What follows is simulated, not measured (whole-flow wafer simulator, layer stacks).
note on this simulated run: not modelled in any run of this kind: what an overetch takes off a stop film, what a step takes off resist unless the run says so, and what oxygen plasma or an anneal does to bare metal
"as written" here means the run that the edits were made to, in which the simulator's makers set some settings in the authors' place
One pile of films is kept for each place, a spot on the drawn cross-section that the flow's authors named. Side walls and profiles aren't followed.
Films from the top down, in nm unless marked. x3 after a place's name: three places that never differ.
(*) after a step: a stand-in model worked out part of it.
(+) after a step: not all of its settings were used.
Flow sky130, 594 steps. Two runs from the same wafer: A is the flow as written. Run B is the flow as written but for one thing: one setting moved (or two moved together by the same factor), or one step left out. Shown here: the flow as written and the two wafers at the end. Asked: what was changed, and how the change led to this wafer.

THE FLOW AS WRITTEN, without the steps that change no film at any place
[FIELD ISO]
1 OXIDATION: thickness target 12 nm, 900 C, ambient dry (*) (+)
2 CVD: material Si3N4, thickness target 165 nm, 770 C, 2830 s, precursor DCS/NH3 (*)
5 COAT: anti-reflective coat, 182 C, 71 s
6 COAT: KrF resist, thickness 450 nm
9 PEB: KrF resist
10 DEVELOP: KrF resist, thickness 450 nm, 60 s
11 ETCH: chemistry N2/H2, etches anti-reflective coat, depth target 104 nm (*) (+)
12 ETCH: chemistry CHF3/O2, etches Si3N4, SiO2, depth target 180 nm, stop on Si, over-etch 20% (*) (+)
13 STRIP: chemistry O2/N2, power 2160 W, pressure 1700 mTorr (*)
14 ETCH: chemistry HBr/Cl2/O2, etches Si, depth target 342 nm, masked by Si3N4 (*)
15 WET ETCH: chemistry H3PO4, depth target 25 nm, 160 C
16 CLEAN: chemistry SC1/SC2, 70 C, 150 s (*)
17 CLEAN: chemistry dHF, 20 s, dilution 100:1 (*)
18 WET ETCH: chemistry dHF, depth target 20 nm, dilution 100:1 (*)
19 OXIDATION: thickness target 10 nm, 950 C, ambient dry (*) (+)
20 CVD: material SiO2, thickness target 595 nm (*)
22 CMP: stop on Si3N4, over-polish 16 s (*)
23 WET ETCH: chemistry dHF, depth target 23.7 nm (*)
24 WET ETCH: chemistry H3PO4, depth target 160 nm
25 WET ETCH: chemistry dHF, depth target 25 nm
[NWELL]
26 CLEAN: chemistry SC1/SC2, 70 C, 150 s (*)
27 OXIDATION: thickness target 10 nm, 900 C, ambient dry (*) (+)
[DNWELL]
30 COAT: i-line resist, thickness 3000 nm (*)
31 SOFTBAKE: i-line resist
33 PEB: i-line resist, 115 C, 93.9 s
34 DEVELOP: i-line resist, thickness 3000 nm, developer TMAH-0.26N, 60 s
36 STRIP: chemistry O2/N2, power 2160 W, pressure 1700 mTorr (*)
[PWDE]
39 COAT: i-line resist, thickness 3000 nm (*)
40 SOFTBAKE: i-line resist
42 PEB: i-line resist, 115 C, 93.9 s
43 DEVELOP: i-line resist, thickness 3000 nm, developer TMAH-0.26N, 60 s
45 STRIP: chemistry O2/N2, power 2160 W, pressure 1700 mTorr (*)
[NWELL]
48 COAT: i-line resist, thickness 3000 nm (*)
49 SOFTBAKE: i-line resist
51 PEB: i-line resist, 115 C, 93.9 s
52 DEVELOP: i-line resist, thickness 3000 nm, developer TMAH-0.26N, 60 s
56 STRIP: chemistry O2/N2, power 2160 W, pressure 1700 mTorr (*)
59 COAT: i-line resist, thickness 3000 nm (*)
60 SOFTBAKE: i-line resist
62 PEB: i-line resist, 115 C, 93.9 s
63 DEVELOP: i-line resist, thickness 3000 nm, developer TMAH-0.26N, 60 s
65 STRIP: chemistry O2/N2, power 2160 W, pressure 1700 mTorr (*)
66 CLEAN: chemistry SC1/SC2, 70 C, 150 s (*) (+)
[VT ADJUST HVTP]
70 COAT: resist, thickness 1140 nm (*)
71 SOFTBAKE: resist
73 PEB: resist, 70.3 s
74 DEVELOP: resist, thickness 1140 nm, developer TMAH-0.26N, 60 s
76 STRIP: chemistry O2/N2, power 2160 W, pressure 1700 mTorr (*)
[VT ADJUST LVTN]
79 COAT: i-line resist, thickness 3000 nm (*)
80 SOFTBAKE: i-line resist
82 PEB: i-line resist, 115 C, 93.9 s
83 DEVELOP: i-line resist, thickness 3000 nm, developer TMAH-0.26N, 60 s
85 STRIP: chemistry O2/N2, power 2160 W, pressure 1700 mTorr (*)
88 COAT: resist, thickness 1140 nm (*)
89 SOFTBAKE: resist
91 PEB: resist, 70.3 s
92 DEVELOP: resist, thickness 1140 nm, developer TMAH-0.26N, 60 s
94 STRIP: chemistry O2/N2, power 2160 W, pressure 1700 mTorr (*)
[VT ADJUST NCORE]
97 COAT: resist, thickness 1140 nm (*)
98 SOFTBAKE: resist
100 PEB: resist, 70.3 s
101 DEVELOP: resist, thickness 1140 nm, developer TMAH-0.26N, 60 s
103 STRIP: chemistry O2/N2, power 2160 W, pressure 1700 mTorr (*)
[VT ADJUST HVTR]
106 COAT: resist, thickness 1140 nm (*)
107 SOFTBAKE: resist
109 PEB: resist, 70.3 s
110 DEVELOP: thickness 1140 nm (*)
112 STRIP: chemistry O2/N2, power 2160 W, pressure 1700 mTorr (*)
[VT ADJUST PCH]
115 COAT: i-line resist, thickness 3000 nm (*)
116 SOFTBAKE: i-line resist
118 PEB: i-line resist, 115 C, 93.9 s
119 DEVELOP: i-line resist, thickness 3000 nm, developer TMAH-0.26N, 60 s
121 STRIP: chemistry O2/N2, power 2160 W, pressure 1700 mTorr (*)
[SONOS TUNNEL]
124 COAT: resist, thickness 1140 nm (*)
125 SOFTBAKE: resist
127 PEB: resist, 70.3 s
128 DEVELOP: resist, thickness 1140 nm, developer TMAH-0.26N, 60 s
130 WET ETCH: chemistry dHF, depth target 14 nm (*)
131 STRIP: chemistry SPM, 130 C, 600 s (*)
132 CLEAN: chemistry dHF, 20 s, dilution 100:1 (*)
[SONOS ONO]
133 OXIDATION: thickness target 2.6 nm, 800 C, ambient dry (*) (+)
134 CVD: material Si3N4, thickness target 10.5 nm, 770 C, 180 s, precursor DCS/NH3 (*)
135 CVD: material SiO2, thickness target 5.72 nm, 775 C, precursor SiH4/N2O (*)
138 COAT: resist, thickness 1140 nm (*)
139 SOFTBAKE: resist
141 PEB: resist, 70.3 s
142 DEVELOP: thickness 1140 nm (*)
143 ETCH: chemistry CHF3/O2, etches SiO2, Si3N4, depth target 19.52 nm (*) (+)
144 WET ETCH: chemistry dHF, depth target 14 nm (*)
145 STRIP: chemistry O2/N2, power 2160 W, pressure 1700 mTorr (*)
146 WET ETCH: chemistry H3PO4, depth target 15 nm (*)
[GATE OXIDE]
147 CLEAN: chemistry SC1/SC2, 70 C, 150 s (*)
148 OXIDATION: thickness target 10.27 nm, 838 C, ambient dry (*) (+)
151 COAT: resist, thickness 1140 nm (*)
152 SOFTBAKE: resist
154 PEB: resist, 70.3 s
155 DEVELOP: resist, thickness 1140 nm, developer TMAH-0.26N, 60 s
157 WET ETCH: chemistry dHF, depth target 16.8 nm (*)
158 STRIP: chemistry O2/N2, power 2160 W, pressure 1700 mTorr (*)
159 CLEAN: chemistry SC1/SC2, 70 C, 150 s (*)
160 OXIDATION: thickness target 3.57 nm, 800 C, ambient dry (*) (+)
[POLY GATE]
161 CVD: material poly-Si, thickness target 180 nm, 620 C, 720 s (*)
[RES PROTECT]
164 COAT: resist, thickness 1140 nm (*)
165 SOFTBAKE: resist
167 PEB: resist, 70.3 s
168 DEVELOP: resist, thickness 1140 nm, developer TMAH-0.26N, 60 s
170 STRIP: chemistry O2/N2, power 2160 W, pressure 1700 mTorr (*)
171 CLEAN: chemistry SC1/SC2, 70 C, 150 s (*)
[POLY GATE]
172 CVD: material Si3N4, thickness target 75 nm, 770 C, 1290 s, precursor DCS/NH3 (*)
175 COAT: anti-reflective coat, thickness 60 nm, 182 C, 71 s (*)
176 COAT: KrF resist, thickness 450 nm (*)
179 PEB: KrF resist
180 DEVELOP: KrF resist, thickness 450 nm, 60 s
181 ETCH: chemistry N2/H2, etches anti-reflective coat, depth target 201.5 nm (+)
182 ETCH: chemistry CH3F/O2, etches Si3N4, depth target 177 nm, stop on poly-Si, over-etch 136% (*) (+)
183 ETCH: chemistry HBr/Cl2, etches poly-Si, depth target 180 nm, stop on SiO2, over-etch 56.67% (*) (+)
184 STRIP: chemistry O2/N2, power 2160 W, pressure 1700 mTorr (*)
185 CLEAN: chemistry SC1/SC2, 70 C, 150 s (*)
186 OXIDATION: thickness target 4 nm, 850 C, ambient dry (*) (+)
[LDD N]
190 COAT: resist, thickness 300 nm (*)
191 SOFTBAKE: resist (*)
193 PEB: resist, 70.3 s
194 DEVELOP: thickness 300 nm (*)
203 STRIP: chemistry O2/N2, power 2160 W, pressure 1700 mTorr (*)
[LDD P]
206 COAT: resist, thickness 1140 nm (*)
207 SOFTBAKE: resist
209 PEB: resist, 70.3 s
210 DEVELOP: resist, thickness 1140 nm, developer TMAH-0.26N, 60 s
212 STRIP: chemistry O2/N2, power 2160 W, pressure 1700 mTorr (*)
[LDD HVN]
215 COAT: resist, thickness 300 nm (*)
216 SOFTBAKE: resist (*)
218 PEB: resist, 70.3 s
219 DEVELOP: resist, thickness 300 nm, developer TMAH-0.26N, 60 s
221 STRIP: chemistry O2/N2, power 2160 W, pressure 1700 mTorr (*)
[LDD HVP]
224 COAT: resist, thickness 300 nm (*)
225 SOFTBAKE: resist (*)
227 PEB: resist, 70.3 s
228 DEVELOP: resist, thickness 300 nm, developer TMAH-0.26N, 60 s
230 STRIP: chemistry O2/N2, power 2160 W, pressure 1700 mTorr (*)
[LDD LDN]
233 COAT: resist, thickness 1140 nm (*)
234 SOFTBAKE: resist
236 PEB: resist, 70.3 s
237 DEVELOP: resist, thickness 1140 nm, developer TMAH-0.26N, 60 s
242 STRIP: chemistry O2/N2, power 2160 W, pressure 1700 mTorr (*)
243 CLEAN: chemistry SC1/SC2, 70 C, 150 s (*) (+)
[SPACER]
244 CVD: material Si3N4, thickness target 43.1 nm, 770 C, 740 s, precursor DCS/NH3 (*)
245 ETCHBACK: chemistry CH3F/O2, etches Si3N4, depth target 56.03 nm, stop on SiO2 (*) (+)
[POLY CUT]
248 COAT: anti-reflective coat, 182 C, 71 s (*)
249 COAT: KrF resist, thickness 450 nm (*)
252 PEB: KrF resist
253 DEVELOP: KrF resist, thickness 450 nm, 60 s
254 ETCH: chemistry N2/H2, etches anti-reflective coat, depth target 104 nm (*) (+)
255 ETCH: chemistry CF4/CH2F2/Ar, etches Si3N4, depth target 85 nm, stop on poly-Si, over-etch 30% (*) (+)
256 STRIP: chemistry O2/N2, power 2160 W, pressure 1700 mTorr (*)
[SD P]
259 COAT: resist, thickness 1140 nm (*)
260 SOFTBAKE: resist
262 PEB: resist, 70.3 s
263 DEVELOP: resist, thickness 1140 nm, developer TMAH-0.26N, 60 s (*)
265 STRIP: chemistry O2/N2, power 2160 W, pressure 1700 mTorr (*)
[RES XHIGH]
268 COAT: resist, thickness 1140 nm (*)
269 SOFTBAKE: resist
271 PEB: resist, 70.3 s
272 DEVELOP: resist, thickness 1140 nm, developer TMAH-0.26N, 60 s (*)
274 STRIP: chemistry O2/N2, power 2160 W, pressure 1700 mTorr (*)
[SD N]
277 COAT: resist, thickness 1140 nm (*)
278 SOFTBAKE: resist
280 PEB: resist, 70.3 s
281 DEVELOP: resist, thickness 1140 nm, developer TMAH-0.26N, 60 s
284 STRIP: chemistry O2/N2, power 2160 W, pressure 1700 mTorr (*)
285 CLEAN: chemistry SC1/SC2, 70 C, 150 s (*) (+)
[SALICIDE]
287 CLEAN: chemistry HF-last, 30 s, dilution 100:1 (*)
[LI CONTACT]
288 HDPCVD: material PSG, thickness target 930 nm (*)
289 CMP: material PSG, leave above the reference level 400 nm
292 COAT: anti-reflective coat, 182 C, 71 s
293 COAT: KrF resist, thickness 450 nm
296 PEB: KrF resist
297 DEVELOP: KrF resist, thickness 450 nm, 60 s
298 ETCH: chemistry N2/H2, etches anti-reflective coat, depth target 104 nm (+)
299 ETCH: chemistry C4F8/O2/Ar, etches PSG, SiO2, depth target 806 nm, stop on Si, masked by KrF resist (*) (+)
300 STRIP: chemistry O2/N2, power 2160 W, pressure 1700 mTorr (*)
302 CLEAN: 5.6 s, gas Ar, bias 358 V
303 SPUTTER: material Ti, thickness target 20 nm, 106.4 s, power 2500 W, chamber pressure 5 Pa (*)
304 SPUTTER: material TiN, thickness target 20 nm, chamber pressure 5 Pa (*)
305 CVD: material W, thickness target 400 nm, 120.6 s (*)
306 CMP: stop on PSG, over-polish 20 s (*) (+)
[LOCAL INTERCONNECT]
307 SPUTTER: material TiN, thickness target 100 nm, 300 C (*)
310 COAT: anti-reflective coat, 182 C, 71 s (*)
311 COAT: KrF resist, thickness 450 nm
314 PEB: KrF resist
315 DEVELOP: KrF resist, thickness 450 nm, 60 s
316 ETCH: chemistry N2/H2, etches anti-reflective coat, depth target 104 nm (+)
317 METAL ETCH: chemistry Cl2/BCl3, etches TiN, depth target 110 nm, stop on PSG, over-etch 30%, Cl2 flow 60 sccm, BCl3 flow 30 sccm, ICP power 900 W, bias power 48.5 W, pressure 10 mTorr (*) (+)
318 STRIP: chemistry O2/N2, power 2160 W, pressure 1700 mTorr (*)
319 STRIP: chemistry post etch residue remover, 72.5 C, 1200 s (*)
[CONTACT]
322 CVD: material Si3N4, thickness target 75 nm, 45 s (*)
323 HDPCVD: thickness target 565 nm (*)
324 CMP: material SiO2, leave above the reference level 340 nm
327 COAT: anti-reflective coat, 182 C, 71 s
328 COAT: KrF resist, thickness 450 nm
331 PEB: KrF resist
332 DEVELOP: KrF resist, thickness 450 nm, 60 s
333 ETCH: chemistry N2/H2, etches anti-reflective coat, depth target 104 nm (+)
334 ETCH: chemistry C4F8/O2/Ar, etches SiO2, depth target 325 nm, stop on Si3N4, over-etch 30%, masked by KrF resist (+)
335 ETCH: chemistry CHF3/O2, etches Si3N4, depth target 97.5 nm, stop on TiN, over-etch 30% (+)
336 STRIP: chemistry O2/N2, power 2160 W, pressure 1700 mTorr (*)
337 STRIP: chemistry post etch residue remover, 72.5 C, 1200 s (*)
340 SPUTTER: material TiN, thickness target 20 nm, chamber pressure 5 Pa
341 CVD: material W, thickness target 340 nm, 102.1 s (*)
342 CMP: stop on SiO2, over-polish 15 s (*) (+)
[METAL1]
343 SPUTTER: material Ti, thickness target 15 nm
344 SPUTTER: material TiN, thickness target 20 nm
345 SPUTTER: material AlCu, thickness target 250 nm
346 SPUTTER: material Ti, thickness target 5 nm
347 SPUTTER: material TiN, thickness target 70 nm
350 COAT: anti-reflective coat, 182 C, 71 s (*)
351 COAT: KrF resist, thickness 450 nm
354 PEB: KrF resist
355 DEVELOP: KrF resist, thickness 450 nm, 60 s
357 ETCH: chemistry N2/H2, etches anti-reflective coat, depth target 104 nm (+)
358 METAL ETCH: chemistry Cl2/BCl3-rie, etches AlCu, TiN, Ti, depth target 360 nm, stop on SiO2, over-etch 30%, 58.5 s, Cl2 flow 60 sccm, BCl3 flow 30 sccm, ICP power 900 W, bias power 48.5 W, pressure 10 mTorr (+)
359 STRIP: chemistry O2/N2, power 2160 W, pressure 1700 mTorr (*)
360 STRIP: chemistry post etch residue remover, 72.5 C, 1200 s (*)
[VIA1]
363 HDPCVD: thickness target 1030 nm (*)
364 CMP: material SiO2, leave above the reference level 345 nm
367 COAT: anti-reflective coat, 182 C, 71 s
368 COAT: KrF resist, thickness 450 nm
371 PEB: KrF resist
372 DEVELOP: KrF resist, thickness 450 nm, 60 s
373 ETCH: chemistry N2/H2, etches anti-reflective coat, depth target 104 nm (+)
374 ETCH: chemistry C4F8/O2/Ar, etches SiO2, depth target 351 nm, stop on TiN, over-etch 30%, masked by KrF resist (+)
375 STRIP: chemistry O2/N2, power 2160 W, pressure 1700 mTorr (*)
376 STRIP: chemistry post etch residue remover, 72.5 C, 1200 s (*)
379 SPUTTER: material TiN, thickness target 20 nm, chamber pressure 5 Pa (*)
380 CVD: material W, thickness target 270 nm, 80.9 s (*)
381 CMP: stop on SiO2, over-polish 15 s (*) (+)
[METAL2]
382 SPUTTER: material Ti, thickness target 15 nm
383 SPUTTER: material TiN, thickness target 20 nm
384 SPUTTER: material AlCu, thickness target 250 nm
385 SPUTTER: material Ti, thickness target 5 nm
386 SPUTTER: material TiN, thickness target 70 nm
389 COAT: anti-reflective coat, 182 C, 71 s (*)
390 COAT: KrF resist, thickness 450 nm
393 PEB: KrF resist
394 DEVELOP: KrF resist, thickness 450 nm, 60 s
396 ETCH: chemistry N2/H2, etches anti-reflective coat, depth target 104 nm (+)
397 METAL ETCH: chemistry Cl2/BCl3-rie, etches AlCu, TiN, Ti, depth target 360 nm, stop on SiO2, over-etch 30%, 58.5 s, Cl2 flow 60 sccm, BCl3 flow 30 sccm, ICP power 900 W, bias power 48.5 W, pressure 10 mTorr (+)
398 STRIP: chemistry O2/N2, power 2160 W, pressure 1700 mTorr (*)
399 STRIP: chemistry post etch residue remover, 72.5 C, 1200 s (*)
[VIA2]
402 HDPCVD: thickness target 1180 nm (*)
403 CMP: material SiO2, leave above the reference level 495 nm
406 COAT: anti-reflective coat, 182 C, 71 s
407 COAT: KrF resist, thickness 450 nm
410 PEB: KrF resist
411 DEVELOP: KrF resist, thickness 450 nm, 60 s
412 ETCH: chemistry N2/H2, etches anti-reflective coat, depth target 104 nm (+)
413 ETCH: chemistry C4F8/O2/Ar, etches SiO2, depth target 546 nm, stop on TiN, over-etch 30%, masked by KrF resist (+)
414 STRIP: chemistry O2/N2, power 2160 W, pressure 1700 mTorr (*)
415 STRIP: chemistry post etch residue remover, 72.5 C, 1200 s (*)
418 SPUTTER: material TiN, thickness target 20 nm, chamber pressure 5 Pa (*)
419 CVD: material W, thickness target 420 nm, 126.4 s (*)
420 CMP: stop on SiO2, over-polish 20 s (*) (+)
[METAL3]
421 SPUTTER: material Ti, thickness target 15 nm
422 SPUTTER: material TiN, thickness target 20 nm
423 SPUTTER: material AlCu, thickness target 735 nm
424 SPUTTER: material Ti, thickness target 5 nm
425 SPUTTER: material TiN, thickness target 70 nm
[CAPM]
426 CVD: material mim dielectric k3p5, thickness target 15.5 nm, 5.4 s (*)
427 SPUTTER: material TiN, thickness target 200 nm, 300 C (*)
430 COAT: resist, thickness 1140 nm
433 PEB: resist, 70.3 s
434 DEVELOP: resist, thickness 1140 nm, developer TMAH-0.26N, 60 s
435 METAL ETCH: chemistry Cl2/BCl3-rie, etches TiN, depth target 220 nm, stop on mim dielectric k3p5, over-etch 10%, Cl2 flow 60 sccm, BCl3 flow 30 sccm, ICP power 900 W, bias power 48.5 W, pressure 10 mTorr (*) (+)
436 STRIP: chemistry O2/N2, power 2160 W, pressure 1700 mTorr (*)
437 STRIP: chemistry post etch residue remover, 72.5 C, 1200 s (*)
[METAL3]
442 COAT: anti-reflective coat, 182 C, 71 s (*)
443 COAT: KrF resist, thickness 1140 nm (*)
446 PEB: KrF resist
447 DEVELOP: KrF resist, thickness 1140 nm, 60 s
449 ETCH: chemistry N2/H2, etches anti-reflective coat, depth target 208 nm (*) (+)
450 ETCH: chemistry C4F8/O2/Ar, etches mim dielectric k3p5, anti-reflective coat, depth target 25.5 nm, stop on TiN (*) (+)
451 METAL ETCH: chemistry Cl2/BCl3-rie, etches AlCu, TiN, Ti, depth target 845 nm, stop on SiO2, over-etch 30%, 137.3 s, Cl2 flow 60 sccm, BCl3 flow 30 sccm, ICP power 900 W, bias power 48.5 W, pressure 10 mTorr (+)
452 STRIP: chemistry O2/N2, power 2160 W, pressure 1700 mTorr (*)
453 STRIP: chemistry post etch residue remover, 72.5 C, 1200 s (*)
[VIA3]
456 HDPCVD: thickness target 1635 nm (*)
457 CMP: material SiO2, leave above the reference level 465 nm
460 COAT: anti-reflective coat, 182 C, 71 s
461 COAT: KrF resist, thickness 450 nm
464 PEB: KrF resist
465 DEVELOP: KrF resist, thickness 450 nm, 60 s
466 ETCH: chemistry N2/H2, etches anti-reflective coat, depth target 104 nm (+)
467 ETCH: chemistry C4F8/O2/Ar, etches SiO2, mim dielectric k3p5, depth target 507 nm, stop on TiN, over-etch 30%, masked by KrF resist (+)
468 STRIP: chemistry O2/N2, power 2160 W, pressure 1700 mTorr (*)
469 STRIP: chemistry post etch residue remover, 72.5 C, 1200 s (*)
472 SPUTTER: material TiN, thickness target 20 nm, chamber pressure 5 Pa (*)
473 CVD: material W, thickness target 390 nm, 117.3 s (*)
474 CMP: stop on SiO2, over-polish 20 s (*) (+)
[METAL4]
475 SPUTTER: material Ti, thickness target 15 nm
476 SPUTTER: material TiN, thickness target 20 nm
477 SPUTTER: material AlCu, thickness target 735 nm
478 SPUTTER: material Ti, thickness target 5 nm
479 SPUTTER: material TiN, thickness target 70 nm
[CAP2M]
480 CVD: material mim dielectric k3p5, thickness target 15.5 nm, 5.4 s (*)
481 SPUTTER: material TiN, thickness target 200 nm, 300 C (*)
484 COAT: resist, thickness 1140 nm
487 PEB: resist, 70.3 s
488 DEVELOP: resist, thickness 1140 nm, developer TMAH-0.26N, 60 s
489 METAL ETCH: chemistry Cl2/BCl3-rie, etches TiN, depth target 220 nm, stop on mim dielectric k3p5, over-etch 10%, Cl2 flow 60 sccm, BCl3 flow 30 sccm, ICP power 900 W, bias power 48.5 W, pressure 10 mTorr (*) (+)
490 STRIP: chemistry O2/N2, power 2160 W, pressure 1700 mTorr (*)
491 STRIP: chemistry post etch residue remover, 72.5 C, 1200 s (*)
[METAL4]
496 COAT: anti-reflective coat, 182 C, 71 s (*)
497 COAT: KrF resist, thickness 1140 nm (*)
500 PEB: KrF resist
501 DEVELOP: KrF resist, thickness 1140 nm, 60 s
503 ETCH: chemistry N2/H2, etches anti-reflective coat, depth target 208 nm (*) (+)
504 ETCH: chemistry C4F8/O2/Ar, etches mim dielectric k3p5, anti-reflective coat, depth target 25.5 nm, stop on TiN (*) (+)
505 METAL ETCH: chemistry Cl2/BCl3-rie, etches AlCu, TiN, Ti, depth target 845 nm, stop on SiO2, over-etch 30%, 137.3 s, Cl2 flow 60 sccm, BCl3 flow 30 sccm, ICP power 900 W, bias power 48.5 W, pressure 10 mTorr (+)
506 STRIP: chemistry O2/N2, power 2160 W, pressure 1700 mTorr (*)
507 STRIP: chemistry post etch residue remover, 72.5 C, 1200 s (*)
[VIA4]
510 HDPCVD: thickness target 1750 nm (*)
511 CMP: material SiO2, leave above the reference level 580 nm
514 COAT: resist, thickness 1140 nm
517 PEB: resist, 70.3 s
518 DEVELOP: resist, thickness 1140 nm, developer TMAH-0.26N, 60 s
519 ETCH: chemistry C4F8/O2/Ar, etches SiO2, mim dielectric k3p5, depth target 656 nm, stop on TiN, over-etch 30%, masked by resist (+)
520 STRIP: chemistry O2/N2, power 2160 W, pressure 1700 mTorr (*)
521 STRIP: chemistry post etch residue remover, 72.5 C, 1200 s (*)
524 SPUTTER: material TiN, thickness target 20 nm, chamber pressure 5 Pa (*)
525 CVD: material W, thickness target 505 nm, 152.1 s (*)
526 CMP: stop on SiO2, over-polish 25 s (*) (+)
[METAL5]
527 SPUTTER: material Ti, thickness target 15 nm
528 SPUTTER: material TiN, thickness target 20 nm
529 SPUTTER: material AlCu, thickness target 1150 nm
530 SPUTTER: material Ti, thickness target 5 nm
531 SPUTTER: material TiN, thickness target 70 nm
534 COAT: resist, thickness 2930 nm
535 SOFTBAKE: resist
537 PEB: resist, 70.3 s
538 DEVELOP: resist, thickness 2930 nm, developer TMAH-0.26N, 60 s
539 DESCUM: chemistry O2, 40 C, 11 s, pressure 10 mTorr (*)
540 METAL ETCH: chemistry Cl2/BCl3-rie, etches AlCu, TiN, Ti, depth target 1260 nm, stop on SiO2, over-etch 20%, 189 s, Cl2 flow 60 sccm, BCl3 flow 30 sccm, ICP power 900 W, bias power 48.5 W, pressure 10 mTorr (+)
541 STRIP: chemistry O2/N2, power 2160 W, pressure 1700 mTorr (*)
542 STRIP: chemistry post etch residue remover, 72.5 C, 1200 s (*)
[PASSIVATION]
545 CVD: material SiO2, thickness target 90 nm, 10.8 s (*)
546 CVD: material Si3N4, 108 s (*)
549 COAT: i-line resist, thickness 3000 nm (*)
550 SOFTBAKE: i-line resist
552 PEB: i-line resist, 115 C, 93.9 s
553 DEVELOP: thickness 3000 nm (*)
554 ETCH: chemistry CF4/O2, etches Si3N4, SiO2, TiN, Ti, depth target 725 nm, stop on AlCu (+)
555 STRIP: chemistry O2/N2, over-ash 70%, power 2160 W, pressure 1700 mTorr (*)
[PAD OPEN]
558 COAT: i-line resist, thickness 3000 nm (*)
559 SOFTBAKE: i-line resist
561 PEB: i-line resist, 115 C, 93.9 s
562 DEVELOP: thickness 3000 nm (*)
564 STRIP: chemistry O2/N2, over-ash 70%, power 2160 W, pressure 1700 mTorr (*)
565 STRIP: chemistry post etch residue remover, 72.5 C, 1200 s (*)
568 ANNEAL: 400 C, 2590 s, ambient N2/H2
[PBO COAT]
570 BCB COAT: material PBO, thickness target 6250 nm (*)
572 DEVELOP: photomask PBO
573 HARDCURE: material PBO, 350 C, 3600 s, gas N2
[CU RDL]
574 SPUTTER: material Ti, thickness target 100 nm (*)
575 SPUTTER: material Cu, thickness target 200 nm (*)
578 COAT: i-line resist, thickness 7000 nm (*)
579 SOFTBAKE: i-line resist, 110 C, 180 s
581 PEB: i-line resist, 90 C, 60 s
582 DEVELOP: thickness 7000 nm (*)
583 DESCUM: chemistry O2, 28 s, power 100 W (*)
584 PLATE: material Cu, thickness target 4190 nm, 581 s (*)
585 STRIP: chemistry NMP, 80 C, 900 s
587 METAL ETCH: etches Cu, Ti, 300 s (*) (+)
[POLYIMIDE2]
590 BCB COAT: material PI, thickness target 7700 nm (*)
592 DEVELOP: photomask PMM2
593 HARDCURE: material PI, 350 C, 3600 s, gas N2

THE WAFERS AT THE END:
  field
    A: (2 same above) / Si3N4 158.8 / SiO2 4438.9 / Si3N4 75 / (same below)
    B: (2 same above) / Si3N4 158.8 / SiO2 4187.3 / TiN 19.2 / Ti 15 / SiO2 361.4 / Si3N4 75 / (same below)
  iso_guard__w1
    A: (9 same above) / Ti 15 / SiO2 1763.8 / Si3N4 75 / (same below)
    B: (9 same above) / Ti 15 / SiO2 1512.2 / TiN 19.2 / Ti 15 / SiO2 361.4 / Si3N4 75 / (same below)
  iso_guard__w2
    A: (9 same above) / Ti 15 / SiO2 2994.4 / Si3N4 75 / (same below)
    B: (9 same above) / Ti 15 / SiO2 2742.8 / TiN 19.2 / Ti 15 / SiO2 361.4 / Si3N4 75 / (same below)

The cause: step 345, SPUTTER: thickness target 394 nm was run, where the flow has thickness target 250 nm.

How the change led to this, step by step:
  345 SPUTTER: material AlCu, thickness target 250 nm
      field, active, n_well and 188 more: A AlCu +250 (new film) | B AlCu +394 (new film)
  358 METAL ETCH: chemistry Cl2/BCl3-rie, etches AlCu, TiN, Ti, depth target 360 nm, stop on SiO2, over-etch 30%, 58.5 s, Cl2 flow 60 sccm, BCl3 flow 30 sccm, ICP power 900 W, bias power 48.5 W, pressure 10 mTorr (+)
      field, active, gate and 79 more: A TiN -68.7 (all of it), Ti -5 (all of it), AlCu -250 (all of it), TiN -20 (all of it), Ti -15 (all of it), SiO2 -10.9 | B TiN -68.7 (all of it), Ti -5 (all of it), AlCu -394 (all of it), TiN -0.33
      rpo_hd, iso_guard_nsd_tip: A TiN -68.7 (all of it), Ti -5 (all of it), AlCu -250 (all of it), TiN -20 (all of it), Ti -15 (all of it), SiO2 -10.9 | B TiN -68.7 (all of it), Ti -5 (all of it), AlCu -394 (all of it), TiN -0.34
  363 HDPCVD: thickness target 1030 nm (*)
      field, active, gate and 81 more: A SiO2 +1030 | B SiO2 +1030 (new film)
  364 CMP: material SiO2, leave above the reference level 345 nm
      field, active, gate and 81 more: A SiO2 -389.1 | B SiO2 -290.2
Counting metal films that touch as one body, field has 1 body; the flow as written gives 0 bodies.
Counting metal films that touch as one body, iso_guard__w1 has 2 bodies (between them, from the top down: SiO2 1512.2); the flow as written gives 1 body.
Counting metal films that touch as one body, iso_guard__w2 has 2 bodies (between them, from the top down: SiO2 2742.8); the flow as written gives 1 body.
